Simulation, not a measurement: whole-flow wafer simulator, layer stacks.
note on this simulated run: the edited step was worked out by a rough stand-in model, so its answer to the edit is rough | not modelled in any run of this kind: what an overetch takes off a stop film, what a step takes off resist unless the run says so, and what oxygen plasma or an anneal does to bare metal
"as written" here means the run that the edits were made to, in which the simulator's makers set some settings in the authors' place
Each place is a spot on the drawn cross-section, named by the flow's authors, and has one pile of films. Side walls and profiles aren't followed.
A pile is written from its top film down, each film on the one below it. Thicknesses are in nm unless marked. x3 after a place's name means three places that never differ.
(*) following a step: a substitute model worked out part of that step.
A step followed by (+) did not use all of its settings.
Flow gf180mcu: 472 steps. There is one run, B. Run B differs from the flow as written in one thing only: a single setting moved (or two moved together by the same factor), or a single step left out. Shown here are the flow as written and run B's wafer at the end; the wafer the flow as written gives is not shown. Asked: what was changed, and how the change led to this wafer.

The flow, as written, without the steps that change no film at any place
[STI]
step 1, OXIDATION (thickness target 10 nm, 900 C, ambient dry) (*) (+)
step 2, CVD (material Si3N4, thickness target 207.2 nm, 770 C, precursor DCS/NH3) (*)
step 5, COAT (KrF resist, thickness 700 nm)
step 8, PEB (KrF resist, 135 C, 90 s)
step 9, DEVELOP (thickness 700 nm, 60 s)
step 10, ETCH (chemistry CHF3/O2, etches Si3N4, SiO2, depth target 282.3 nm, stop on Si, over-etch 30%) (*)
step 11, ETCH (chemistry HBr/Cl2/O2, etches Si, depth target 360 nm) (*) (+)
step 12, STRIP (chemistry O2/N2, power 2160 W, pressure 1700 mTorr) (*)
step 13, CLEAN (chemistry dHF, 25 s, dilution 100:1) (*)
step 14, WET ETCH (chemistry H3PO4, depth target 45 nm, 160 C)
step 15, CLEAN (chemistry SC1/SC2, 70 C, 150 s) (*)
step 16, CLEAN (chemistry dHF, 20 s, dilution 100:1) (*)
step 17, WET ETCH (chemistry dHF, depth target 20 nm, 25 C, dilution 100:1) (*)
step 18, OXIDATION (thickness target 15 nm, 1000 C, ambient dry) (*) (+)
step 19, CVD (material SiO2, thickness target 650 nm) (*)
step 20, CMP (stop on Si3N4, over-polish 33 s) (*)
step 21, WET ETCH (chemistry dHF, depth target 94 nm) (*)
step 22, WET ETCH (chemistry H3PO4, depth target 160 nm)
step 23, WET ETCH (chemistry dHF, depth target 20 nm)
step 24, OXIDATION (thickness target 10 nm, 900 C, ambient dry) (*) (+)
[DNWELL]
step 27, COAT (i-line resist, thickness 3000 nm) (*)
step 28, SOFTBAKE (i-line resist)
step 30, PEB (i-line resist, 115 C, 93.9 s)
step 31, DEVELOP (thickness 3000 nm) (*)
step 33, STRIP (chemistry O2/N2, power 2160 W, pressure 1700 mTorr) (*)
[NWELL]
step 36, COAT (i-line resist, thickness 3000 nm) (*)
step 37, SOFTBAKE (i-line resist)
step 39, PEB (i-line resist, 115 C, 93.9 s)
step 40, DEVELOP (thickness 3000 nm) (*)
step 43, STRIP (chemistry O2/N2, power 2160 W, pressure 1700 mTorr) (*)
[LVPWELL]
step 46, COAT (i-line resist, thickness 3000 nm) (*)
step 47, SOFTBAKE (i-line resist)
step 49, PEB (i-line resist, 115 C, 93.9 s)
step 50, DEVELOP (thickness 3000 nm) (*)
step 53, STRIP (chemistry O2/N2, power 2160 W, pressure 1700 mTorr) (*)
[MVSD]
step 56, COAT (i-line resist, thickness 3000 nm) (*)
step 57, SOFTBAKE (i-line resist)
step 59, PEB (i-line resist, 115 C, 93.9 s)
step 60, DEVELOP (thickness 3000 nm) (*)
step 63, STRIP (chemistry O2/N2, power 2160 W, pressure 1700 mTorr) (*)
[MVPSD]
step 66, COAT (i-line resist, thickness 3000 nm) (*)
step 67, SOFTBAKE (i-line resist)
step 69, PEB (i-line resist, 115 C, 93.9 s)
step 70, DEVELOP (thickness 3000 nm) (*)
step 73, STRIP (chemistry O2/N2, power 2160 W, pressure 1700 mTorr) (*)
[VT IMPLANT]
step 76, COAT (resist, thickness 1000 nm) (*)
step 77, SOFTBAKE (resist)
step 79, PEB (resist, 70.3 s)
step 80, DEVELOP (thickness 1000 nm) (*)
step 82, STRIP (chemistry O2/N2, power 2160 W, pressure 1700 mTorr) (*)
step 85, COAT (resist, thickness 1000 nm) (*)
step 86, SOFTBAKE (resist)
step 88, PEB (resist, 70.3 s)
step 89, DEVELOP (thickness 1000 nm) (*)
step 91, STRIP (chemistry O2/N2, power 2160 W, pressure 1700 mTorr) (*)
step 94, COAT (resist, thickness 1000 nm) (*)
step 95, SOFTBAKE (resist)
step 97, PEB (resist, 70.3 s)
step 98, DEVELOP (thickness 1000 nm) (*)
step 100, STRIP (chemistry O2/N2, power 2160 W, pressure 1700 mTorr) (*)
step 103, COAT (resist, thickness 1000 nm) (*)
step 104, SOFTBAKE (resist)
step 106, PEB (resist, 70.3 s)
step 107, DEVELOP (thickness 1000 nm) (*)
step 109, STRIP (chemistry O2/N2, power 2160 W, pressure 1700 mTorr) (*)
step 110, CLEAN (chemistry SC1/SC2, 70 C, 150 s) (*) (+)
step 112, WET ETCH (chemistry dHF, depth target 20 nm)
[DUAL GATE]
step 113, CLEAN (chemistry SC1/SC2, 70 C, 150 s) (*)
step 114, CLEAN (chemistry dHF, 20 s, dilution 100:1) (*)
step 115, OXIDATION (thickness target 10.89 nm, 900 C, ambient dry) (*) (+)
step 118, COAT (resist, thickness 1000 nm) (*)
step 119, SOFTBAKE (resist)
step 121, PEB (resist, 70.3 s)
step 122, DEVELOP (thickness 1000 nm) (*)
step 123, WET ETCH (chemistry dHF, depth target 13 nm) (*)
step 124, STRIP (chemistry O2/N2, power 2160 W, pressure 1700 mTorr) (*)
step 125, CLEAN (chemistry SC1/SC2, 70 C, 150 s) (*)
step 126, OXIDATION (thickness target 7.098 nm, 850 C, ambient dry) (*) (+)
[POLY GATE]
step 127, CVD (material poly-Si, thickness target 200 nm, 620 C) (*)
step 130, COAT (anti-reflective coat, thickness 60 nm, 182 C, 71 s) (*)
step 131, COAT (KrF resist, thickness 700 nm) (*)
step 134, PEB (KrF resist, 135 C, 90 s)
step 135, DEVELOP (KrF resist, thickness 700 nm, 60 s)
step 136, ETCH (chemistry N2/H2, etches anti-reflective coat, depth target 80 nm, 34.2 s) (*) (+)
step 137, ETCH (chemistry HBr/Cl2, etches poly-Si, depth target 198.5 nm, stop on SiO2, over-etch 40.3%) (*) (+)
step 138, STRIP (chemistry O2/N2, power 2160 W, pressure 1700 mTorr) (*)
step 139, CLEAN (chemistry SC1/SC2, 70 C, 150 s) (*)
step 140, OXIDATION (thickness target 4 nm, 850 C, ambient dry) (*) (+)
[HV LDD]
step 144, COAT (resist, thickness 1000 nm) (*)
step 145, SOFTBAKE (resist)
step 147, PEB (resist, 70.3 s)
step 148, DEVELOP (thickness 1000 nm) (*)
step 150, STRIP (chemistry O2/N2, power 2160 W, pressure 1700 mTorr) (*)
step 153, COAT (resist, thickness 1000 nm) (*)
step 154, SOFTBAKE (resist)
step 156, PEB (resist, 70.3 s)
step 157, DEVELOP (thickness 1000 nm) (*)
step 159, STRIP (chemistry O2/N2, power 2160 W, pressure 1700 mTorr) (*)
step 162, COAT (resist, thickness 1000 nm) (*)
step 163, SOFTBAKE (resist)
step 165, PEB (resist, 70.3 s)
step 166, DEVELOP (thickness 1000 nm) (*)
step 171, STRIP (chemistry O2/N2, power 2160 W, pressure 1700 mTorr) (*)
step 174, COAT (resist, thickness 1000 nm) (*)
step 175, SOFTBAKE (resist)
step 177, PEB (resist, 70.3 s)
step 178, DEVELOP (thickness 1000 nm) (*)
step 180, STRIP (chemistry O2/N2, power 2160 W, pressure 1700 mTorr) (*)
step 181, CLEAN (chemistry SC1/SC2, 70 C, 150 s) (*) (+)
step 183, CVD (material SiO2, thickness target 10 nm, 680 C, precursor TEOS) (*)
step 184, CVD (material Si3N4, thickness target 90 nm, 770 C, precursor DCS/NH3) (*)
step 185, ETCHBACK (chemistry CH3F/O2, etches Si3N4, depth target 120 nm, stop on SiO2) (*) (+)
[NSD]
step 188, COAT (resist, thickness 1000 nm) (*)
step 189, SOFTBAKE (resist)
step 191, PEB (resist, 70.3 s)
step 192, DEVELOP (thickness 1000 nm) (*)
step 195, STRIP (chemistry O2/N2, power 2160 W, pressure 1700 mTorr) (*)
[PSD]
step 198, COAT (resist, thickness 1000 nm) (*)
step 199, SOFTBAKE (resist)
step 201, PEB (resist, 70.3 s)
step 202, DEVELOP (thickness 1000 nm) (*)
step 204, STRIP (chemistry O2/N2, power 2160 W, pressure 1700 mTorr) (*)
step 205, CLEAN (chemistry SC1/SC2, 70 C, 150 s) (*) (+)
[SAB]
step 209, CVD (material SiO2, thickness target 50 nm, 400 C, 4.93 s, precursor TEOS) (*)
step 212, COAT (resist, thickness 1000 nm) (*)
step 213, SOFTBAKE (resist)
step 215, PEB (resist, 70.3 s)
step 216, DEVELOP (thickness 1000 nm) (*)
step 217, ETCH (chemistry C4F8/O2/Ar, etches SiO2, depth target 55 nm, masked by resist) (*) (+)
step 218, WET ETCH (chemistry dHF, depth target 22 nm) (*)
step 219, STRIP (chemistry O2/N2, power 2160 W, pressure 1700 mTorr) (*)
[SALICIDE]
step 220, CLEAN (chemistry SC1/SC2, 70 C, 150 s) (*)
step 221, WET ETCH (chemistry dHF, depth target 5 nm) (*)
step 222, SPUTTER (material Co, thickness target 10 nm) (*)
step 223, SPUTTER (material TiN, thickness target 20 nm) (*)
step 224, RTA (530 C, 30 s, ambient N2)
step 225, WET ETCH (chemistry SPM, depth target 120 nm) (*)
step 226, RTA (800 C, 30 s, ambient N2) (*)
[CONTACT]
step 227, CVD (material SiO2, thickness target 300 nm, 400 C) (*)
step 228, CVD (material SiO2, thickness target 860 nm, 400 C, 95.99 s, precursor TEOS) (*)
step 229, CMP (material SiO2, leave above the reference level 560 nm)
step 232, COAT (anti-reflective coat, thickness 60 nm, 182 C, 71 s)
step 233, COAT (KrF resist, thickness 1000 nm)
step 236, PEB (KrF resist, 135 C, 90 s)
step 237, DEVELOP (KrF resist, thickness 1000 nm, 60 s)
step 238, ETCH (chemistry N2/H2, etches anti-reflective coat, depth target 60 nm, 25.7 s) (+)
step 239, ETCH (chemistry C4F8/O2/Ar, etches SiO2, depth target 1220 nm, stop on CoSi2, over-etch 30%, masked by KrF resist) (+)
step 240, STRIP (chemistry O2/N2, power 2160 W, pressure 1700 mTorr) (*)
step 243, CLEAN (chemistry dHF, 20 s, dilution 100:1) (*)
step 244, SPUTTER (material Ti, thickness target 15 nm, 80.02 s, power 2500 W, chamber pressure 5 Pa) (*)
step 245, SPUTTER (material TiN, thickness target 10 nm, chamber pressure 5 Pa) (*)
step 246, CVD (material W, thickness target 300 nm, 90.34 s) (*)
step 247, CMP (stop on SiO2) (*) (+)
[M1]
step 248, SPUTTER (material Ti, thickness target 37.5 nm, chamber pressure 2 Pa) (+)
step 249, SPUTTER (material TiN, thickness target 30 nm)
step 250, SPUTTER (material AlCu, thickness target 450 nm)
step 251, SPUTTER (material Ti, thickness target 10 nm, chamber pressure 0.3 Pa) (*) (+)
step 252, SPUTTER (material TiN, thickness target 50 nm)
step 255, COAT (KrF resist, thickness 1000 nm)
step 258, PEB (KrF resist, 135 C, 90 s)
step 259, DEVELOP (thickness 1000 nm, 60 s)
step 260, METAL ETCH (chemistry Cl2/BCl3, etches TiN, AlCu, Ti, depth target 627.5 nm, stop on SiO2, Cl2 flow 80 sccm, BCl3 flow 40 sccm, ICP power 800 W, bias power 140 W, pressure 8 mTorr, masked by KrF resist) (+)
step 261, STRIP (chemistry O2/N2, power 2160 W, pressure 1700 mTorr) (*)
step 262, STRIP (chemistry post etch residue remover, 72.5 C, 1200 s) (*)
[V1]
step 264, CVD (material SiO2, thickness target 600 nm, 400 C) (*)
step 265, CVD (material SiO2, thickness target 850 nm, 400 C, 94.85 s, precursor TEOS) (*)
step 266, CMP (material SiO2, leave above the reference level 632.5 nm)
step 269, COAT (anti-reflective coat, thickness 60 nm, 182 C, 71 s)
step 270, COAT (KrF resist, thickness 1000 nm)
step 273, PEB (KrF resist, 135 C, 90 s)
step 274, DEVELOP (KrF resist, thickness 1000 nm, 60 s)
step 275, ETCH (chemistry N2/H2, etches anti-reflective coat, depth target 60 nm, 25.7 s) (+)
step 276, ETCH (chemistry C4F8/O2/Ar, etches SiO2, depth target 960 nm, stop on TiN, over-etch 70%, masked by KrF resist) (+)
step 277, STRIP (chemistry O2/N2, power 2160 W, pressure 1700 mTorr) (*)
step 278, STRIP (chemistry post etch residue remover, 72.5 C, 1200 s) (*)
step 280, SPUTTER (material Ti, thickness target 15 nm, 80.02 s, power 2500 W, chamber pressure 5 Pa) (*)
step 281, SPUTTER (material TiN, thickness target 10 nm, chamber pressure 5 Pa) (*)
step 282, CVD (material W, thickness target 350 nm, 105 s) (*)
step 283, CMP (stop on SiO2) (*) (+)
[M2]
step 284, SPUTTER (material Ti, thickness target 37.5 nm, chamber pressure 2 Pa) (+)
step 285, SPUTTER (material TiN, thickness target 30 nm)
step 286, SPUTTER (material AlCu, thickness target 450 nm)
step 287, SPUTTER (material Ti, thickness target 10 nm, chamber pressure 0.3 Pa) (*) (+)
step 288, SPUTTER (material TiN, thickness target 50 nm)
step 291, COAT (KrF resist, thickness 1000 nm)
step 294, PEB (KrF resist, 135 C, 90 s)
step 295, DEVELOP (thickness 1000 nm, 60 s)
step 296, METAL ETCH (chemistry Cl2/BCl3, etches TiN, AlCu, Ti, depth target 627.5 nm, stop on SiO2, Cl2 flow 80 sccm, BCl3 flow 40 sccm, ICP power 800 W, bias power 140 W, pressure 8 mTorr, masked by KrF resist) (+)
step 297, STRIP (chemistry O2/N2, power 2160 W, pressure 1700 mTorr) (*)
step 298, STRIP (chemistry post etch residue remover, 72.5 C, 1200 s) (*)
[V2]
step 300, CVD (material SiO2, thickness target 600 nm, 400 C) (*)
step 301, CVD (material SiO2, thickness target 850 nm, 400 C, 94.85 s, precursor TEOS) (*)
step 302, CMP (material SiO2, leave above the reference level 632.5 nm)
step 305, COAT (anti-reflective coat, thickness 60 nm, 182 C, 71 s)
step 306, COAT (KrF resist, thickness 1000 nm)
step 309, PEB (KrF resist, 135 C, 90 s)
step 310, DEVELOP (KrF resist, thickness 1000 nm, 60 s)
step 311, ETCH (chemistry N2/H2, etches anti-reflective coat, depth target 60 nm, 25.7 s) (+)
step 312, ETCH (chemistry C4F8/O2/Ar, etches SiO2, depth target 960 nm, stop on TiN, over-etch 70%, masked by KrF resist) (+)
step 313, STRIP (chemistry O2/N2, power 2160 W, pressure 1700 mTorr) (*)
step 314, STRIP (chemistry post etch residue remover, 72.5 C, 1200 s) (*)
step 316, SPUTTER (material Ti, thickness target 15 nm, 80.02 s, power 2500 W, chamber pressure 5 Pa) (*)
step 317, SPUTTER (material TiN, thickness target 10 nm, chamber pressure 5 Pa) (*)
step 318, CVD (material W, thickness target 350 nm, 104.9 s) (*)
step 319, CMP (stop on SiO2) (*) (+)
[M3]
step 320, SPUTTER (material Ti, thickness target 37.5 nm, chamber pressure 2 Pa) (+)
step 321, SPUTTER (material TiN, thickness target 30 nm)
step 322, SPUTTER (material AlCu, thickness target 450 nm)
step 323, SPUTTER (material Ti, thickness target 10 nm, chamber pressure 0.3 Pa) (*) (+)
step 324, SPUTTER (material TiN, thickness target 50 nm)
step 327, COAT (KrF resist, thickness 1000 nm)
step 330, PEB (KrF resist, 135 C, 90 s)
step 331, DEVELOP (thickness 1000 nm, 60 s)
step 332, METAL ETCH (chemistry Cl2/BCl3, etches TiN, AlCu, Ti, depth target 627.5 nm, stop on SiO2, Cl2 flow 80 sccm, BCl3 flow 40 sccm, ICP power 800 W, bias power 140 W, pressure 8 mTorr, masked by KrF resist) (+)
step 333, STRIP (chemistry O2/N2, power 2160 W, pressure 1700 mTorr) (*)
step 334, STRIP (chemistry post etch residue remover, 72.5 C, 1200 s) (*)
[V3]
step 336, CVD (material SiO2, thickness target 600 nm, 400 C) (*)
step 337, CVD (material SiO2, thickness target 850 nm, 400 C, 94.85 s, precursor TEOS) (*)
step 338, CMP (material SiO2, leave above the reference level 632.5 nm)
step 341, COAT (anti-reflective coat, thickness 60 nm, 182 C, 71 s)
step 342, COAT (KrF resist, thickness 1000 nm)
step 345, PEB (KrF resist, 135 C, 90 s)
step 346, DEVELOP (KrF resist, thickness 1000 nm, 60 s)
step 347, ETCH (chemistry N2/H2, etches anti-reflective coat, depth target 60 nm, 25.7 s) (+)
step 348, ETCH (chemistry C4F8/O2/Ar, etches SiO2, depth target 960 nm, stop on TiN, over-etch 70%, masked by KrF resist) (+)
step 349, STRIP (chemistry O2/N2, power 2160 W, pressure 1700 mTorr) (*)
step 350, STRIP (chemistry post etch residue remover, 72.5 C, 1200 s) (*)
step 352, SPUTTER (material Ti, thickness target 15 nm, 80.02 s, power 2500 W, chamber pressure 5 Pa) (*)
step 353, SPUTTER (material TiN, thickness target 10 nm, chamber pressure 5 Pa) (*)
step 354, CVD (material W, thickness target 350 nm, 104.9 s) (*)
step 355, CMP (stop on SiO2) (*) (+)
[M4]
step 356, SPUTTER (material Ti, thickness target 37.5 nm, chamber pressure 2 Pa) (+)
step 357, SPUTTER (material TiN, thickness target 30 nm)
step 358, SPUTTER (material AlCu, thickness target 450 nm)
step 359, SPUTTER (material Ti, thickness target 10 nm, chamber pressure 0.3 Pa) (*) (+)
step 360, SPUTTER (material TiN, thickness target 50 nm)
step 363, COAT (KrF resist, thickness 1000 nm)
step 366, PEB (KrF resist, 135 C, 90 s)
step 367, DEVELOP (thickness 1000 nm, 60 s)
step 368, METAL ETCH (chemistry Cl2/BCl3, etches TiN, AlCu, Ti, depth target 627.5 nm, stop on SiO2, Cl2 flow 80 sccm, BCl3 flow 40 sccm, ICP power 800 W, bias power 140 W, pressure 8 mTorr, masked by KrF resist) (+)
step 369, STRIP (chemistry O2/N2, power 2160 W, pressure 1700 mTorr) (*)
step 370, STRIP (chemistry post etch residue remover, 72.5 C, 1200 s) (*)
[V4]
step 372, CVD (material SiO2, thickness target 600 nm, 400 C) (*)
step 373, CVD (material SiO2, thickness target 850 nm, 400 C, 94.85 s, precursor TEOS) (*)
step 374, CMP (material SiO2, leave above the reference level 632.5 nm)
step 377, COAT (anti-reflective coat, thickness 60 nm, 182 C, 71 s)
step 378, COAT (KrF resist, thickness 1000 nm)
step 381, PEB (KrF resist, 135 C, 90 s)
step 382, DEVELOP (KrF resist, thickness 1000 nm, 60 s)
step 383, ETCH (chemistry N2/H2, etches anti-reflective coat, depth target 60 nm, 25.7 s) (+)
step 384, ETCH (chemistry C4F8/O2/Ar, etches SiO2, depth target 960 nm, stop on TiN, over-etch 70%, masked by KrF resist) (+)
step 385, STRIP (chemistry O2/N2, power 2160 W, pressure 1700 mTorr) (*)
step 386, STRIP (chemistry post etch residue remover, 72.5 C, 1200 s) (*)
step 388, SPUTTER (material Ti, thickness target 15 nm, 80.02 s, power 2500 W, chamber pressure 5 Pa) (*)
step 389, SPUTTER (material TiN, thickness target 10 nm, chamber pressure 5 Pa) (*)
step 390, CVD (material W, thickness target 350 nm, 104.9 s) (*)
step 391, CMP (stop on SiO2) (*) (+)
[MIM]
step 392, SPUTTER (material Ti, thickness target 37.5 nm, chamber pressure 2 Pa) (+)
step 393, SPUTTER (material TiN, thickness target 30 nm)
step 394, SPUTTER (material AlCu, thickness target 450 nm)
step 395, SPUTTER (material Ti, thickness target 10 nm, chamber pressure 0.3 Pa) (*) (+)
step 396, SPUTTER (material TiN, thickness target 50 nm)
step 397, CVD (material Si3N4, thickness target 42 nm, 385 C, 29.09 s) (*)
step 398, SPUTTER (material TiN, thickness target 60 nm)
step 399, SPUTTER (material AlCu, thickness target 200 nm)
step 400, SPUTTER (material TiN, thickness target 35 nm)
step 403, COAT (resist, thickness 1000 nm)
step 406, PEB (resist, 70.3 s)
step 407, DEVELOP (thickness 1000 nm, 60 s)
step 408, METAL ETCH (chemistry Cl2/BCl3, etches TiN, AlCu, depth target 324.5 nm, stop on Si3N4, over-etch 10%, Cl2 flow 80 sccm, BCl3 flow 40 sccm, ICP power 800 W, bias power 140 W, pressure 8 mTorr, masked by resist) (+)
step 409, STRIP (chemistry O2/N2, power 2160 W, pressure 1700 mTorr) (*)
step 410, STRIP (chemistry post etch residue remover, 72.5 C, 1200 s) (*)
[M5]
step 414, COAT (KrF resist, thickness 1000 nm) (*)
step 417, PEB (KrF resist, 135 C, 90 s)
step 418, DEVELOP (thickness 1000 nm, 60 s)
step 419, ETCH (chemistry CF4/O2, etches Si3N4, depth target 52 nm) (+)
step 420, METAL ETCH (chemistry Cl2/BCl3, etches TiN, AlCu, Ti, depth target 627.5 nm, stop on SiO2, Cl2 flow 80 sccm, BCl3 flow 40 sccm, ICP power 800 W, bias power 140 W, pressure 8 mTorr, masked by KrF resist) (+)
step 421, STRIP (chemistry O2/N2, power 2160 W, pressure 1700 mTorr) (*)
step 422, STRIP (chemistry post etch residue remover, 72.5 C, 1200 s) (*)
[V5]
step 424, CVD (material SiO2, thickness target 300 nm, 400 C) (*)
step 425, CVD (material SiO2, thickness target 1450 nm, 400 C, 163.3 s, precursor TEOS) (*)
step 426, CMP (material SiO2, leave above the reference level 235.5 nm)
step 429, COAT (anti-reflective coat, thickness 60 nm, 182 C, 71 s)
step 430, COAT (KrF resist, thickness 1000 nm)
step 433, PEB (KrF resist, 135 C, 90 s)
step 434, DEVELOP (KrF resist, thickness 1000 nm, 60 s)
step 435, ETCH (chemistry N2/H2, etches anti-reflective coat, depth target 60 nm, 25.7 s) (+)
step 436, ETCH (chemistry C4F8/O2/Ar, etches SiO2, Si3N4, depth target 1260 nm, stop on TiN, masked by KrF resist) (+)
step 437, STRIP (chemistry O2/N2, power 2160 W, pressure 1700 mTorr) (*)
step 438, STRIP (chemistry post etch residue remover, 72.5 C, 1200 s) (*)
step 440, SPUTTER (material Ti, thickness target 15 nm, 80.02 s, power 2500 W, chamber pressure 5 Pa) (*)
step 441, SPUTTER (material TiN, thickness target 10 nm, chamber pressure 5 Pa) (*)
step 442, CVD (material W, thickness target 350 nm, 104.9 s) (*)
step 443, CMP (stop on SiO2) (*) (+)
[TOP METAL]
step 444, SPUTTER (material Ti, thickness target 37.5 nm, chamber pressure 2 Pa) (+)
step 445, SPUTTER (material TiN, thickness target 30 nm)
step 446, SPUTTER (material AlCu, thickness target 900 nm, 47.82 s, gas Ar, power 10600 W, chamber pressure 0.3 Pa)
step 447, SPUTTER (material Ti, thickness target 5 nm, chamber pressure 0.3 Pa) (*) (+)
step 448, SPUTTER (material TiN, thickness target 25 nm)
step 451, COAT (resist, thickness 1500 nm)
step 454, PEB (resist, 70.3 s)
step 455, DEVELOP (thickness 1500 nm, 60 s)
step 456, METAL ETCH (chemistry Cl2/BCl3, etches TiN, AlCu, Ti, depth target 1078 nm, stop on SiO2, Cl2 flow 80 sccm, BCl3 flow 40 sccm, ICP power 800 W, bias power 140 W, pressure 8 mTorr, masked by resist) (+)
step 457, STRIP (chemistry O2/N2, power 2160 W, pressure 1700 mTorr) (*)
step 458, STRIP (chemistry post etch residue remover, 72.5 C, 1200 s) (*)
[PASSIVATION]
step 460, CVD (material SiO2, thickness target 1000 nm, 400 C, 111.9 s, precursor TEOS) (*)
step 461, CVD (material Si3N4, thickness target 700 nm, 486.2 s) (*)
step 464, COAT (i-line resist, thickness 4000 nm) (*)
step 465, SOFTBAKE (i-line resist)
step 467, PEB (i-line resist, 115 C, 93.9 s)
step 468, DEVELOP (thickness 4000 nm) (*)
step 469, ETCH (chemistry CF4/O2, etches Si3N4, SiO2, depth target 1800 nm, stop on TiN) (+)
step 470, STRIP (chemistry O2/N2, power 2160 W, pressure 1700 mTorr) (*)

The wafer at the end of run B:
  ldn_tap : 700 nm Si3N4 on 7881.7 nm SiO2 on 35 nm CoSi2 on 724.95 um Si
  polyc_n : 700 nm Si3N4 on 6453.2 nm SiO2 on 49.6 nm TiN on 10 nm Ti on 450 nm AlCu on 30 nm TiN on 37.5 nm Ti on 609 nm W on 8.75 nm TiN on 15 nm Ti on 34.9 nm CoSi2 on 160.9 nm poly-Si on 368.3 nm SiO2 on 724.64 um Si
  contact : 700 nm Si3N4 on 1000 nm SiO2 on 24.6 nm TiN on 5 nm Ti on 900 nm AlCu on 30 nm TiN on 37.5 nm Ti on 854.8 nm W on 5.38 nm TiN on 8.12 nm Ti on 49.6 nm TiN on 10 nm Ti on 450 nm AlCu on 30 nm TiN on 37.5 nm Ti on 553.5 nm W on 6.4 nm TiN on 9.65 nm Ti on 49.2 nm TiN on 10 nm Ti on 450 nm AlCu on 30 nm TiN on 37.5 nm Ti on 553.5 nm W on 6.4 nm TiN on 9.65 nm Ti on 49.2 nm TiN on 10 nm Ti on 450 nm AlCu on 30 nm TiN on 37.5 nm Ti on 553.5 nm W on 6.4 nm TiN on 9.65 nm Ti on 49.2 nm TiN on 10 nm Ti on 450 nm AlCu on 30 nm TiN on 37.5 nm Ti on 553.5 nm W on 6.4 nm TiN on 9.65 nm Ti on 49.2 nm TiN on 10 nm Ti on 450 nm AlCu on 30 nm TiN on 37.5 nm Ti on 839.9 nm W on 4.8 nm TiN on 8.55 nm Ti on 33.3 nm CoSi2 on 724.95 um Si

The reason: step 245, SPUTTER: thickness target 8.75 nm was run, whereas the flow has thickness target 10 nm.
The wafer lets one read it off: polyc_n has TiN 8.75, and step 245 as written asks for 10 nm.

The path from the change to this, step by step:
  step 245, SPUTTER (material TiN, thickness target 10 nm, chamber pressure 5 Pa) (*)
      field, field__w1, field__w2 and 107 more: +8.75 TiN (new film) (as written it would have been: +10 TiN (new film))
      contact: +4.8 TiN (new film) (as written it would have been: +5.48 TiN (new film))
  step 247, CMP (stop on SiO2) (*) (+)
      field, field__w1, field__w2 and 105 more: -300 W (all of it), -8.75 TiN (all of it), -15 Ti (all of it), -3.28 SiO2 (as written it would have been: -300 W (all of it), -10 TiN (all of it), -15 Ti (all of it), -3.29 SiO2)
